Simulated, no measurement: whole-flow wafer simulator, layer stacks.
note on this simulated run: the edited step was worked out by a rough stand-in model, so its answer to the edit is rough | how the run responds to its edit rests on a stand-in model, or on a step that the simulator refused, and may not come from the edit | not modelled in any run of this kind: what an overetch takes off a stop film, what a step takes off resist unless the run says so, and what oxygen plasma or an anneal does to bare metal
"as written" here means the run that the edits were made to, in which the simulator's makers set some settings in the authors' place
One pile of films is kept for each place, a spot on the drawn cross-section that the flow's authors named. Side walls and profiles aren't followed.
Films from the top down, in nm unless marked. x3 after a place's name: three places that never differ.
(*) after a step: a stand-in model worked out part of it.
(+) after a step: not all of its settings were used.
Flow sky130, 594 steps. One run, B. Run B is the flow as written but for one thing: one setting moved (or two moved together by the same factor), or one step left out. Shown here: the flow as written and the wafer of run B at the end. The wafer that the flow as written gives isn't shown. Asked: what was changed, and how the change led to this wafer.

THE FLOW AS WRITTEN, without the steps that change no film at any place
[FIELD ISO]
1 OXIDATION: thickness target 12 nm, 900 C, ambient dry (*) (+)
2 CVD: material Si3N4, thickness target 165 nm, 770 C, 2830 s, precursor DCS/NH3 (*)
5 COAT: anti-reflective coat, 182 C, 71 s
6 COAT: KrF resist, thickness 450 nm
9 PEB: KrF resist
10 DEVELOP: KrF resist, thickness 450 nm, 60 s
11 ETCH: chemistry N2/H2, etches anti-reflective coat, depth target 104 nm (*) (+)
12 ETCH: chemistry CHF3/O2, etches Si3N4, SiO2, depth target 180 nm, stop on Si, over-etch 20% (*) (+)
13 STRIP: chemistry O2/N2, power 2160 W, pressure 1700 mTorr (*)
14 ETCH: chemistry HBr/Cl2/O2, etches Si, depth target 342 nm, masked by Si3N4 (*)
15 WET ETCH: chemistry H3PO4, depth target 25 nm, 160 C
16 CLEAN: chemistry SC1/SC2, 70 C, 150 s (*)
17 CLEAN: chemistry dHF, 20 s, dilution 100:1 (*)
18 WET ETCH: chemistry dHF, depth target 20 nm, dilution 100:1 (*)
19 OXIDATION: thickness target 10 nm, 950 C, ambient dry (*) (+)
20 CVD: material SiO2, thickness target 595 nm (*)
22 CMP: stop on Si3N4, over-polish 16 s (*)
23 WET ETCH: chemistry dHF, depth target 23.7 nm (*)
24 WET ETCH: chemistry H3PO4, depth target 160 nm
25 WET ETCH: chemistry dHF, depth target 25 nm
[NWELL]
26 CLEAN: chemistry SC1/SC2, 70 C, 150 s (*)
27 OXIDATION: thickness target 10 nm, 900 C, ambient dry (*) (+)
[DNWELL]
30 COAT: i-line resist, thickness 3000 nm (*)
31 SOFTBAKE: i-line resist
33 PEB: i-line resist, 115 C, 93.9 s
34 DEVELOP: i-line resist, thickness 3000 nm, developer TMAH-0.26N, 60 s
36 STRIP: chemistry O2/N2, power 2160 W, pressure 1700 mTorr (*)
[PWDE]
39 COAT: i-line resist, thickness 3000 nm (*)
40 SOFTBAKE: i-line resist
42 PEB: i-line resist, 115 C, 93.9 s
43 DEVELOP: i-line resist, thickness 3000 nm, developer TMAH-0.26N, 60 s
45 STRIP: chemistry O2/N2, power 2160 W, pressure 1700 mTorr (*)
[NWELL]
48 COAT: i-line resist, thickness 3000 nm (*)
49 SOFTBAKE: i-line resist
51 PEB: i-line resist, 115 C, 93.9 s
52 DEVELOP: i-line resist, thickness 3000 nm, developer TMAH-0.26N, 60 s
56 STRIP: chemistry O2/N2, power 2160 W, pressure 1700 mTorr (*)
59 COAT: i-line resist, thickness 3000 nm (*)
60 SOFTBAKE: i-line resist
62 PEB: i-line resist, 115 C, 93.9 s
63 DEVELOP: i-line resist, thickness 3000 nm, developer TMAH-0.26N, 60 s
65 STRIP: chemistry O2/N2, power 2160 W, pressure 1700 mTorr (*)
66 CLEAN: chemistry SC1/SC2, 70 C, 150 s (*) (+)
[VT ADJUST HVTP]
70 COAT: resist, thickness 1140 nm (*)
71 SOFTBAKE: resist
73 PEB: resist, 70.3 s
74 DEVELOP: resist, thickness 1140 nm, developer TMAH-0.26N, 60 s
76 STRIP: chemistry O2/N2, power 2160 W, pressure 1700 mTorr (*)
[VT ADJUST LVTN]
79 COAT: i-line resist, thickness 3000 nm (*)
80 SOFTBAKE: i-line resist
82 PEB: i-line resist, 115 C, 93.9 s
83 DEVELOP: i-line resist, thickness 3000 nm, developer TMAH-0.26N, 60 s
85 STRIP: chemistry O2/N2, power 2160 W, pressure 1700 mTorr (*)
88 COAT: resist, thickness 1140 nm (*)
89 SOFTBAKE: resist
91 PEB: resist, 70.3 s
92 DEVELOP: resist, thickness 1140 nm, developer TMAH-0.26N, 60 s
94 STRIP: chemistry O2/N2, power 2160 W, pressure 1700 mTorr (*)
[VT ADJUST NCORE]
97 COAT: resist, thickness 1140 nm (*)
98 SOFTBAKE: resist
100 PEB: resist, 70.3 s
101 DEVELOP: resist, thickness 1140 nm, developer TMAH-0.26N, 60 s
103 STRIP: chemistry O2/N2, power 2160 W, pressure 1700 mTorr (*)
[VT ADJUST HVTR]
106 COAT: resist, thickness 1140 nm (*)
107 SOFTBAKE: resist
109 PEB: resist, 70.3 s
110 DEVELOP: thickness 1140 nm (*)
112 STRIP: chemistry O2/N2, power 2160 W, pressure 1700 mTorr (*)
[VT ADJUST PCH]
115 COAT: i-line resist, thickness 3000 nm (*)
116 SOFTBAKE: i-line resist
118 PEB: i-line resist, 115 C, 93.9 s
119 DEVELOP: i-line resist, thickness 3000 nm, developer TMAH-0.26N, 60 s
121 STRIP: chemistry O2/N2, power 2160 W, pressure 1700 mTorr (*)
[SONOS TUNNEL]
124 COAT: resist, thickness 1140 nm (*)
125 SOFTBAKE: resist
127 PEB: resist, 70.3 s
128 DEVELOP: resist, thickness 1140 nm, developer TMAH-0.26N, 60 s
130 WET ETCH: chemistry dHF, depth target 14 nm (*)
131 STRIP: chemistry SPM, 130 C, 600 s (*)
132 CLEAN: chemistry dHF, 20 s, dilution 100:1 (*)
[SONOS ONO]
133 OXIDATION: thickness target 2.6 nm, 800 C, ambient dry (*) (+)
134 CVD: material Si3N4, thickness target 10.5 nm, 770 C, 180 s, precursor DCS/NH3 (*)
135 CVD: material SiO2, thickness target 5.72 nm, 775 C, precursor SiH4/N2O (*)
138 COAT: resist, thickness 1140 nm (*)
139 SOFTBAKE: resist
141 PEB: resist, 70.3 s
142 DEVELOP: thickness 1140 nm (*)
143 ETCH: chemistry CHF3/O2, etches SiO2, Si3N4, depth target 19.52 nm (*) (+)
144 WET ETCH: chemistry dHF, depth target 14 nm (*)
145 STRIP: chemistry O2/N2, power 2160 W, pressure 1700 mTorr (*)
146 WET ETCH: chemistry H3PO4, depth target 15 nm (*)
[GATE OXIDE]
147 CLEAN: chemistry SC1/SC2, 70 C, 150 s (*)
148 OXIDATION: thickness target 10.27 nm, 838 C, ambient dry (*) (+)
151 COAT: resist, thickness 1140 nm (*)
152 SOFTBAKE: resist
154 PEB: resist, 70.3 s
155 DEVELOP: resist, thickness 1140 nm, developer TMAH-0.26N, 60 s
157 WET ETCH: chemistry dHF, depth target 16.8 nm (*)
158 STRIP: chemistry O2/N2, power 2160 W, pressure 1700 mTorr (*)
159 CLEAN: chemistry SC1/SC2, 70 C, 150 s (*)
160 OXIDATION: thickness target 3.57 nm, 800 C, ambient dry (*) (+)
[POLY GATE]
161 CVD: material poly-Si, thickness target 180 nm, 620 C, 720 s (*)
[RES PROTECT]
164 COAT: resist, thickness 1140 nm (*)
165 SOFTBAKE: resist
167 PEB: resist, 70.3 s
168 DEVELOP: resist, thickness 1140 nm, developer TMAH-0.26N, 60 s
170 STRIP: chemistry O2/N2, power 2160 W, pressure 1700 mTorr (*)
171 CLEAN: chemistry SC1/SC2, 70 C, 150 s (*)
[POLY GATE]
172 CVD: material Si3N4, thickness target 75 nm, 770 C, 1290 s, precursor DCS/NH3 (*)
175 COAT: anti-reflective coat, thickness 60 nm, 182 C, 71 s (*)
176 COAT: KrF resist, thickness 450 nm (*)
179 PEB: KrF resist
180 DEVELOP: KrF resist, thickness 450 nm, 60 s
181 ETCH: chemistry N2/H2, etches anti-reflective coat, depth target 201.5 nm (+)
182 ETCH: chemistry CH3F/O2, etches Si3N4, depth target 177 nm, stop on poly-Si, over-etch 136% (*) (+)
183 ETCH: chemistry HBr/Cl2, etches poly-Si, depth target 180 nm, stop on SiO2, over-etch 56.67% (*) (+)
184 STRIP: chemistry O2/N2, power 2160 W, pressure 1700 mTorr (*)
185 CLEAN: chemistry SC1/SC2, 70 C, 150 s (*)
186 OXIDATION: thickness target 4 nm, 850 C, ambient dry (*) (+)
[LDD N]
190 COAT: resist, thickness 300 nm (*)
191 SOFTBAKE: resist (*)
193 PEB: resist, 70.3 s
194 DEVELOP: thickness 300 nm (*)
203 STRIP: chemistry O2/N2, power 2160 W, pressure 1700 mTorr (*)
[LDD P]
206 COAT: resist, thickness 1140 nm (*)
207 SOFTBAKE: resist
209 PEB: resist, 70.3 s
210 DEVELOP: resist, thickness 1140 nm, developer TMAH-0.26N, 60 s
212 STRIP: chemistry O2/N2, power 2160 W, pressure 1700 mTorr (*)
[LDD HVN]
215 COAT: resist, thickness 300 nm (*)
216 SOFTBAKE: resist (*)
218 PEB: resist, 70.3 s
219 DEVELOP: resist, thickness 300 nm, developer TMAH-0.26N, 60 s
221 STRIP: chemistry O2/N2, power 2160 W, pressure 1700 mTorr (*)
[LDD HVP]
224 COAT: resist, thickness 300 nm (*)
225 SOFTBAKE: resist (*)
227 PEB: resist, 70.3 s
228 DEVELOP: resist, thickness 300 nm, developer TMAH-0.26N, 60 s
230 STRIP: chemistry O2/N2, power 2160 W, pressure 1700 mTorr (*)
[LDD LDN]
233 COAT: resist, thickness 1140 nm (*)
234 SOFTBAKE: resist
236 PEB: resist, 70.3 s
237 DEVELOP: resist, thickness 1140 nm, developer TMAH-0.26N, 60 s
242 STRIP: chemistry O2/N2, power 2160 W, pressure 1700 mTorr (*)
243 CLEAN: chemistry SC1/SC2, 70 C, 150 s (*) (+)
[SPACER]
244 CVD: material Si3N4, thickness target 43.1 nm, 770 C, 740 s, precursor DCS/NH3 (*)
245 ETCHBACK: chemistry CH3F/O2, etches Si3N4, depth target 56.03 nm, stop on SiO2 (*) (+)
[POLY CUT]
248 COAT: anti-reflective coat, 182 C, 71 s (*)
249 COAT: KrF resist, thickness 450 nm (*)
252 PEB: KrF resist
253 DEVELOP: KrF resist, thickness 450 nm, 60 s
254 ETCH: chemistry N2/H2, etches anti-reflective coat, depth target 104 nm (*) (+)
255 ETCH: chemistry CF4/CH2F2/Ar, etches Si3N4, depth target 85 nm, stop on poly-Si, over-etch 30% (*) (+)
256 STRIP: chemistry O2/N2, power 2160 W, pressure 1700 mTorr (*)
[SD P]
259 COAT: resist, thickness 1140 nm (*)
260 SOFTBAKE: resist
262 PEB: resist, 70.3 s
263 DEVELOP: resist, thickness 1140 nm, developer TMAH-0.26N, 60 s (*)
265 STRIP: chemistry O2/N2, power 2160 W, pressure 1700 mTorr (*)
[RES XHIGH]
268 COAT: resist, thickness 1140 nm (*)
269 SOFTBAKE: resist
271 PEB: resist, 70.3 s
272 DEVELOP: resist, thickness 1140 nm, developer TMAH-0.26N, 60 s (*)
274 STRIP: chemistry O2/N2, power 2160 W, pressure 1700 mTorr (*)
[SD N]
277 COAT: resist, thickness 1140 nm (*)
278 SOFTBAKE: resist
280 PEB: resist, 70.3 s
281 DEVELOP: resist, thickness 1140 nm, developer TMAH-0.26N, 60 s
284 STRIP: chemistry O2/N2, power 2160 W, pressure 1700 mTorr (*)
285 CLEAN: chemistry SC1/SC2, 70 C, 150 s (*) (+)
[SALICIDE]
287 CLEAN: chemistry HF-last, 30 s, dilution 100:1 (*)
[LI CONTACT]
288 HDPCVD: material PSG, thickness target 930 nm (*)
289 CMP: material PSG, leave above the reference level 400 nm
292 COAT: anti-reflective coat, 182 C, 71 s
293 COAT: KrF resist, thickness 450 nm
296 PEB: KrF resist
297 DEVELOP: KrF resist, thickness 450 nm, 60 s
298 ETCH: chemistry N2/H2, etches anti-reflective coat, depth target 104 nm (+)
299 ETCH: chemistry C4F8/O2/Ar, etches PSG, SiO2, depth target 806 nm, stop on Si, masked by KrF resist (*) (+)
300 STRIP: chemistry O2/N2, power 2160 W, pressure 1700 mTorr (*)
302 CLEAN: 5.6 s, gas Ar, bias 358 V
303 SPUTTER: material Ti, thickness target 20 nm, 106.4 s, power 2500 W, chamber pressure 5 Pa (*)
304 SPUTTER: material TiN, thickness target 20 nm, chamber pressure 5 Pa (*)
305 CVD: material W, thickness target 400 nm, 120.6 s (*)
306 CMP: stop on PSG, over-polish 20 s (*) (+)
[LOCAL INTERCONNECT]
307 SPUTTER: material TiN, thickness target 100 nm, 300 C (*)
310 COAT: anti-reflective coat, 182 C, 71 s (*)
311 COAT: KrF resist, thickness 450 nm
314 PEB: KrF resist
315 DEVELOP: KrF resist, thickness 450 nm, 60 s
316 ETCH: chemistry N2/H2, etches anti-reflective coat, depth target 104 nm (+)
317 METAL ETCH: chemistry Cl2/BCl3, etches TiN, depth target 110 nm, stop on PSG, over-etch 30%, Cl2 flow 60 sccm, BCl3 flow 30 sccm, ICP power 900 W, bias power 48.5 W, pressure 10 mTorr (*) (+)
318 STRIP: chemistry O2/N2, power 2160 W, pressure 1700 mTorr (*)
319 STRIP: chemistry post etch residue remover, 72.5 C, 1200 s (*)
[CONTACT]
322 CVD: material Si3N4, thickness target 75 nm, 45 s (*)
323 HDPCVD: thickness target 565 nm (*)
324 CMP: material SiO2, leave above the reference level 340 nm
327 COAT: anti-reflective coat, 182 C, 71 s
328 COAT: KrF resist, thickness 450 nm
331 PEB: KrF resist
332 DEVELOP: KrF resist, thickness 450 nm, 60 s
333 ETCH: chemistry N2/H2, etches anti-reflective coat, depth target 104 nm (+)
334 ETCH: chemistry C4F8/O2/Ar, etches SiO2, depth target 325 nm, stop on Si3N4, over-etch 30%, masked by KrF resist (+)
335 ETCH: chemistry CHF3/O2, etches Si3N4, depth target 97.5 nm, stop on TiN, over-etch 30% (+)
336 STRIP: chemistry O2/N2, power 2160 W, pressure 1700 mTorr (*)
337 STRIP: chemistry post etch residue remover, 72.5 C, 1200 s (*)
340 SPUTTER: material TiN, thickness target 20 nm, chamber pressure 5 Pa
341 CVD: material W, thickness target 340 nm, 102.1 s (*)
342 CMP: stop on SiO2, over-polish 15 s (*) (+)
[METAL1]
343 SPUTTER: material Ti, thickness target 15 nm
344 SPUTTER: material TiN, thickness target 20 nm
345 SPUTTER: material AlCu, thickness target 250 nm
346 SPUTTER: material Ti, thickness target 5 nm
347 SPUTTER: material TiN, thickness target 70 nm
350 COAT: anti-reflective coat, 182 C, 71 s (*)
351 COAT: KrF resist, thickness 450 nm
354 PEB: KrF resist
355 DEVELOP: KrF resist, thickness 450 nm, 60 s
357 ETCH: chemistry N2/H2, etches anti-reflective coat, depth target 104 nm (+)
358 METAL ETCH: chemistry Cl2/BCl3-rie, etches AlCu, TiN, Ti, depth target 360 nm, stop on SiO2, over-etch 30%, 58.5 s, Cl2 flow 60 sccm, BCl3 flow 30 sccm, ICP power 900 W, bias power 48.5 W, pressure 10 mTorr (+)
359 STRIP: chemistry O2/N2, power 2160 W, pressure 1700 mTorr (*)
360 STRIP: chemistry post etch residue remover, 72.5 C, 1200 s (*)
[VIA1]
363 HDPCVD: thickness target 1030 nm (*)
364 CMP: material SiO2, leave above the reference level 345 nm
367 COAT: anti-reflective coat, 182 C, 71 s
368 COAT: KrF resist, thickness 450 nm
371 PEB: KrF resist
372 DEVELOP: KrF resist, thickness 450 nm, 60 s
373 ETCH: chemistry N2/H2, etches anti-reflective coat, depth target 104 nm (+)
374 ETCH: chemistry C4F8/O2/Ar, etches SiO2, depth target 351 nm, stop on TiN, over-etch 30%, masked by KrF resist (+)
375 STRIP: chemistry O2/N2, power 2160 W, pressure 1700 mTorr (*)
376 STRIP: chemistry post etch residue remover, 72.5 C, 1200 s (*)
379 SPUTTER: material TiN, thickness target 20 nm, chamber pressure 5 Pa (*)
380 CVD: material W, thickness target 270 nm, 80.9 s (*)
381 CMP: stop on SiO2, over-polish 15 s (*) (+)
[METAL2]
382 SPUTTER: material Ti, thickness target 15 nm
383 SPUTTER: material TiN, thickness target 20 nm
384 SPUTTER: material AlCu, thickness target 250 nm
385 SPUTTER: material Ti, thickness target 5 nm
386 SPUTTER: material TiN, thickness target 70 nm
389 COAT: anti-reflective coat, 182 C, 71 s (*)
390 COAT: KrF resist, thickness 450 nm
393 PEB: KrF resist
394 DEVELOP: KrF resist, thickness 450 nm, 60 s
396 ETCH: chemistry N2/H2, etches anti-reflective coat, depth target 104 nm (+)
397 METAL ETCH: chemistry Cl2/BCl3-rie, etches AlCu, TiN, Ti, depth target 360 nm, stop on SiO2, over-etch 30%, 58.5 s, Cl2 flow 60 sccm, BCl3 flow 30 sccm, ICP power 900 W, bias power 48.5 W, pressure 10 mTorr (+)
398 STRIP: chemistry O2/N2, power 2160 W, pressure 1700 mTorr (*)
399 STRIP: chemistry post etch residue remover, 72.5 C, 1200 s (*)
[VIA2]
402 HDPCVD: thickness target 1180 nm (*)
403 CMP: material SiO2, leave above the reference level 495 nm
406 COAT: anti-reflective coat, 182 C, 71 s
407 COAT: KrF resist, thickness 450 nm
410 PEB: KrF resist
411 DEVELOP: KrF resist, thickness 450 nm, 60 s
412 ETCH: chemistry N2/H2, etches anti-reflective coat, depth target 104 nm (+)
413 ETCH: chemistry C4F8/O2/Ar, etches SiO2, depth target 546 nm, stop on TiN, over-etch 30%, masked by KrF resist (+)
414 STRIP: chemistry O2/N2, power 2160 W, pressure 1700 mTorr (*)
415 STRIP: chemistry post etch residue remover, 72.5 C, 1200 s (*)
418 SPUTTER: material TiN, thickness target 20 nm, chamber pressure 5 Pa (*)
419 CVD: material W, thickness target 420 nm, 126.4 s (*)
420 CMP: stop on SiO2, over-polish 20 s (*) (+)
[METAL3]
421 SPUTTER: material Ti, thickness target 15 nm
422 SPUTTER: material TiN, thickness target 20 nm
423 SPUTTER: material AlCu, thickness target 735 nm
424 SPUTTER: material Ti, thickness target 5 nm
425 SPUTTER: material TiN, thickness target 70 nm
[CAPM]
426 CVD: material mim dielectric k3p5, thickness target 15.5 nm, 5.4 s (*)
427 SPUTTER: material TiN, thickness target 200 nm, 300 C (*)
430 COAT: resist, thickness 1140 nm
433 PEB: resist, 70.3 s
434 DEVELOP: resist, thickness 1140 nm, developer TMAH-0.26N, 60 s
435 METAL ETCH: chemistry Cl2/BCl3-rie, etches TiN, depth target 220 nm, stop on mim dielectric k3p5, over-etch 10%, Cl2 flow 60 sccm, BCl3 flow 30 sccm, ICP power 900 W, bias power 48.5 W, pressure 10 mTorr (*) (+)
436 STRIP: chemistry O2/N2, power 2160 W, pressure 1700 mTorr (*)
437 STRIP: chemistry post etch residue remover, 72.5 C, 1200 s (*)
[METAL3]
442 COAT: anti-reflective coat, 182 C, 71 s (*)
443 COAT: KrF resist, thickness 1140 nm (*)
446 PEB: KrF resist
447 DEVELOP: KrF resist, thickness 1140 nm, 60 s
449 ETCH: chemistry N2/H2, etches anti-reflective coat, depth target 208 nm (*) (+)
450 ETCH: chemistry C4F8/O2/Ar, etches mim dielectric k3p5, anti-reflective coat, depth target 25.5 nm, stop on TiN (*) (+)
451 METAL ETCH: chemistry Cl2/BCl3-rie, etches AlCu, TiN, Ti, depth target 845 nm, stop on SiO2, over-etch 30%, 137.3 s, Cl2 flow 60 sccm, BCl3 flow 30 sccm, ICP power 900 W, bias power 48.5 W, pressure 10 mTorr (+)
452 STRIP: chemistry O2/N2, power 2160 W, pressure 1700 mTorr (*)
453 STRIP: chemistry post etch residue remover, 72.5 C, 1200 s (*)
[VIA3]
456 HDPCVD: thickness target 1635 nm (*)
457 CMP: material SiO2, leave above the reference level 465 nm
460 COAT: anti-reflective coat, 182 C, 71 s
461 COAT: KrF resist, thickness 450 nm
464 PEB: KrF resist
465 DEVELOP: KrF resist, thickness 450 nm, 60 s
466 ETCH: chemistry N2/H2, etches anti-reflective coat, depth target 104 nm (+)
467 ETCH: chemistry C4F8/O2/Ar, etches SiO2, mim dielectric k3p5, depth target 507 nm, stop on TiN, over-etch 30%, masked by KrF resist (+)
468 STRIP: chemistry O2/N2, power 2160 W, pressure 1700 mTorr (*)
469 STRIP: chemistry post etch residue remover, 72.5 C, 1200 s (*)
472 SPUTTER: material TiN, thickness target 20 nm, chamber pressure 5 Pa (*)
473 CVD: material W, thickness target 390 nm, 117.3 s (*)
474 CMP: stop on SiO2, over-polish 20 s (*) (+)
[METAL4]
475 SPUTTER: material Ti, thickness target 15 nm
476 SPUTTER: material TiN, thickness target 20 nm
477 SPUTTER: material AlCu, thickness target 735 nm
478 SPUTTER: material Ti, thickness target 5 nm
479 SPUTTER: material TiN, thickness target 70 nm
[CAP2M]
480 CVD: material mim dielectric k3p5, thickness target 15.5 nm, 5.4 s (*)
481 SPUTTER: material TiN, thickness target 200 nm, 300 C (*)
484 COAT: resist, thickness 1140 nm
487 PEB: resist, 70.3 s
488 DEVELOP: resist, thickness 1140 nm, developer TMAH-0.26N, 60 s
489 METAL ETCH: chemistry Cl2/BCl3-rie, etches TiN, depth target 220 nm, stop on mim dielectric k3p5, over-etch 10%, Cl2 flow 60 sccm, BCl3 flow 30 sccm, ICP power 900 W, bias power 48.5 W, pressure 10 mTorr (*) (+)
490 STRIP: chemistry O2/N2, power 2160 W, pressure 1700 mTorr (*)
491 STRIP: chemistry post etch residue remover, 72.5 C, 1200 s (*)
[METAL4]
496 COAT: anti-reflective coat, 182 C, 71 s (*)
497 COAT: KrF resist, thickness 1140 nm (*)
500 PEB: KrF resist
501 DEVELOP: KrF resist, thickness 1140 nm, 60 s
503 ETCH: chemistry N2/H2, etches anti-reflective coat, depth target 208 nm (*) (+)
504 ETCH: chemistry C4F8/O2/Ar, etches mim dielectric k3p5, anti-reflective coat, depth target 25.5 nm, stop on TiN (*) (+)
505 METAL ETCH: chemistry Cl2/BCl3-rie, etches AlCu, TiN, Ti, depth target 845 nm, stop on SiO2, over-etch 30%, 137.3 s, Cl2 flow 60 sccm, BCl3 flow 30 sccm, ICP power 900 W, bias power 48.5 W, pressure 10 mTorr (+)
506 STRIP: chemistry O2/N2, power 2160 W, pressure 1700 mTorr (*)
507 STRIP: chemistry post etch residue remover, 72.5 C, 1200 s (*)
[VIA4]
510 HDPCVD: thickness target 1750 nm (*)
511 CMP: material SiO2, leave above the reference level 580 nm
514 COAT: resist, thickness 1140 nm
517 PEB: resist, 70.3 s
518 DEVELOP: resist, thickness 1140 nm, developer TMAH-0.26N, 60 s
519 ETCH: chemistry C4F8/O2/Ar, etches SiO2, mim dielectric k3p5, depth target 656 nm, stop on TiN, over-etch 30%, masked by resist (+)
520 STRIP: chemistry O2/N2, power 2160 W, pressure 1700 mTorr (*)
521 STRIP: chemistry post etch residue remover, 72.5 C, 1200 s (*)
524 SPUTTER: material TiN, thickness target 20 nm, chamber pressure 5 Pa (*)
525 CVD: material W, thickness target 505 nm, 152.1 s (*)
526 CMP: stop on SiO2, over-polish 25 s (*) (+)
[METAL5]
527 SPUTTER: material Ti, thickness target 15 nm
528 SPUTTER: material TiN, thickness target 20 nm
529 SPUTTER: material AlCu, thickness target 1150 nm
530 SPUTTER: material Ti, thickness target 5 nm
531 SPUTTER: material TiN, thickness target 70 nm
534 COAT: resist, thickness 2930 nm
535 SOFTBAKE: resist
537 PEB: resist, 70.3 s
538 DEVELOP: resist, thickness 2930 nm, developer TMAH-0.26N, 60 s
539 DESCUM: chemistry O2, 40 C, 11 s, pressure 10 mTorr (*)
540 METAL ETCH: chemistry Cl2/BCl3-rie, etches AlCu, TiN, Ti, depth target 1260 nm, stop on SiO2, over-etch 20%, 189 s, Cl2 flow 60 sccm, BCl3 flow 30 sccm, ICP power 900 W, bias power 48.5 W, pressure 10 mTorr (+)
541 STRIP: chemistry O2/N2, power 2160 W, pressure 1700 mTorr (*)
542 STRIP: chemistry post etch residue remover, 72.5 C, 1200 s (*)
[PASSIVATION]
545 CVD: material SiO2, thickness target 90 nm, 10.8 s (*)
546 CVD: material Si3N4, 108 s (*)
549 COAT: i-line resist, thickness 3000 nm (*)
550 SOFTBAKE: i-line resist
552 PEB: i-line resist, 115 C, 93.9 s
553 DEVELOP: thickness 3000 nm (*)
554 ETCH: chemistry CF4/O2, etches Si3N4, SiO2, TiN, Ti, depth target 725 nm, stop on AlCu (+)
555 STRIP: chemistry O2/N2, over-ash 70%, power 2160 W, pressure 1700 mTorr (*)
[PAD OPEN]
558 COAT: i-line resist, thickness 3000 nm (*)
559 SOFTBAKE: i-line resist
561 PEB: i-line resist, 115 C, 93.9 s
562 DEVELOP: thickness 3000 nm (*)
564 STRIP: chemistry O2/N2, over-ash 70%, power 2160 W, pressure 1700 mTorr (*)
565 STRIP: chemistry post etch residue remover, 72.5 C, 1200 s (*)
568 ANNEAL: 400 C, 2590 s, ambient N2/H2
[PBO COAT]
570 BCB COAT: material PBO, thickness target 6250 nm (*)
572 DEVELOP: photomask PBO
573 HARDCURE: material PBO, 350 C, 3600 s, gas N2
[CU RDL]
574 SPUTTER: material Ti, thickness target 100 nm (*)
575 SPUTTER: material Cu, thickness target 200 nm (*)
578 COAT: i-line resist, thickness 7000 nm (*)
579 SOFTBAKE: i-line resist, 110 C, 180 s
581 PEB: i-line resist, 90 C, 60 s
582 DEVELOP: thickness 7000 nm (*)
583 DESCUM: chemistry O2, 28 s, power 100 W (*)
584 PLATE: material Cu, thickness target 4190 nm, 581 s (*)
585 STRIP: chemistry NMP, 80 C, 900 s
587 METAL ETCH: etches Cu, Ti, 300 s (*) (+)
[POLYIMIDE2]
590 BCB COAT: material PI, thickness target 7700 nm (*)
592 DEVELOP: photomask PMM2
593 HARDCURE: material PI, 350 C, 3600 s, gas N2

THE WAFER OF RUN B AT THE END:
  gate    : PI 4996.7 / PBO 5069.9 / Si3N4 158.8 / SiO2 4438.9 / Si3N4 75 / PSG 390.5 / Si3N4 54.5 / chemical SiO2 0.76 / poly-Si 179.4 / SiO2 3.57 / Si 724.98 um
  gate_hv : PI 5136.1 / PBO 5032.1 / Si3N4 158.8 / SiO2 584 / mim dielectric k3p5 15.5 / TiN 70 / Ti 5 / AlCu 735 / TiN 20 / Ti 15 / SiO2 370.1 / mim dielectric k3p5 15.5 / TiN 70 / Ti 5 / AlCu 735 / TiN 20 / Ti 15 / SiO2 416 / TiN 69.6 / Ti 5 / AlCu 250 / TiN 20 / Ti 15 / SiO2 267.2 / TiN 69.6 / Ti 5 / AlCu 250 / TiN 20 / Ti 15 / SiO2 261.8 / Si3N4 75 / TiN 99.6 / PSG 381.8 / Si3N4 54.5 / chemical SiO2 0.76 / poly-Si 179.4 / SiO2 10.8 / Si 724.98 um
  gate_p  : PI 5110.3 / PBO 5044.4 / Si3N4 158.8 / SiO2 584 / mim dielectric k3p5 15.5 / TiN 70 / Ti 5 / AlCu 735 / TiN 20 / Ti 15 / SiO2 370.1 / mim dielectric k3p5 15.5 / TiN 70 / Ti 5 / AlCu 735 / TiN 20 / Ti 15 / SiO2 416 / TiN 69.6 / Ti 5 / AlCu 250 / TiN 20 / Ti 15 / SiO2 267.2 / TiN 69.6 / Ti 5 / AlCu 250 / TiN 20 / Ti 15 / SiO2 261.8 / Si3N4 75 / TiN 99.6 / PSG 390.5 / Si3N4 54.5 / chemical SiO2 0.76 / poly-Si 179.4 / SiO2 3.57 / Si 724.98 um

The cause: step 244, CVD: thickness target 36.6 nm was run, where the flow has thickness target 43.1 nm; step 244, CVD: 629 s was run, where the flow has 740 s.

How the change led to this, step by step:
  244 CVD: material Si3N4, thickness target 43.1 nm, 770 C, 740 s, precursor DCS/NH3 (*)
      field, active, p_well and 101 more: Si3N4 +36.6 (new film) (as written it would be: Si3N4 +43.1 (new film))
      n_well, gate, gate_hv and 74 more: Si3N4 +36.6 (as written it would be: Si3N4 +43.1)
  245 ETCHBACK: chemistry CH3F/O2, etches Si3N4, depth target 56.03 nm, stop on SiO2 (*) (+)
      field, active, p_well and 101 more: Si3N4 -36.6 (all of it), SiO2 -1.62 (as written it would be: Si3N4 -43.1 (all of it), SiO2 -1.08)
  248 COAT: anti-reflective coat, 182 C, 71 s (*)
      active: anti-reflective coat +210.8 (new film) (as written it would be: anti-reflective coat +216.3 (new film))
      gate_hv: anti-reflective coat +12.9 (new film) (as written it would be: anti-reflective coat +10.9 (new film))
      (and at 47 more places)
  254 ETCH: chemistry N2/H2, etches anti-reflective coat, depth target 104 nm (*) (+)
      rxpo_ln: anti-reflective coat -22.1 (all of it), Si3N4 -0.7 (as written it would be: anti-reflective coat -23.9 (all of it), Si3N4 -0.66)
  255 ETCH: chemistry CF4/CH2F2/Ar, etches Si3N4, depth target 85 nm, stop on poly-Si, over-etch 30% (*) (+)
      field, active, n_well and 180 more: KrF resist -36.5 (as written it would be: KrF resist -40.7)
      rpo_wd, rxpo_wd: Si3N4 -55.1 (all of it), chemical SiO2 -0.75 (all of it) (as written it would be: Si3N4 -61.6 (all of it), chemical SiO2 -0.75 (all of it))
      (and at 5 more places)
  256 STRIP: chemistry O2/N2, power 2160 W, pressure 1700 mTorr (*)
      active: KrF resist -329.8 (all of it), anti-reflective coat -210.8 (all of it) (as written it would be: KrF resist -323.4 (all of it), anti-reflective coat -216.3 (all of it))
      n_well: KrF resist -270.1 (all of it), anti-reflective coat -3 (all of it) (as written it would be: KrF resist -262 (all of it), anti-reflective coat -3 (all of it))
      (and at 76 more places)
  289 CMP: material PSG, leave above the reference level 400 nm
      active, p_well, sd_n and 19 more: PSG -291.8 (as written it would be: PSG -285.8)
      ndiff_dn: PSG -292 (as written it would be: PSG -286)
      (and at 1 more place)
  299 ETCH: chemistry C4F8/O2/Ar, etches PSG, SiO2, depth target 806 nm, stop on Si, masked by KrF resist (*) (+)
      contact, ndiff_licon, ndiff_licon_cpp: PSG -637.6 (all of it), SiO2 -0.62 (all of it) (as written it would be: PSG -643.6 (all of it), SiO2 -1.16 (all of it))
  306 CMP: stop on PSG, over-polish 20 s (*) (+)
      poly_licon: W -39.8 (as written it would be: W -33.3)
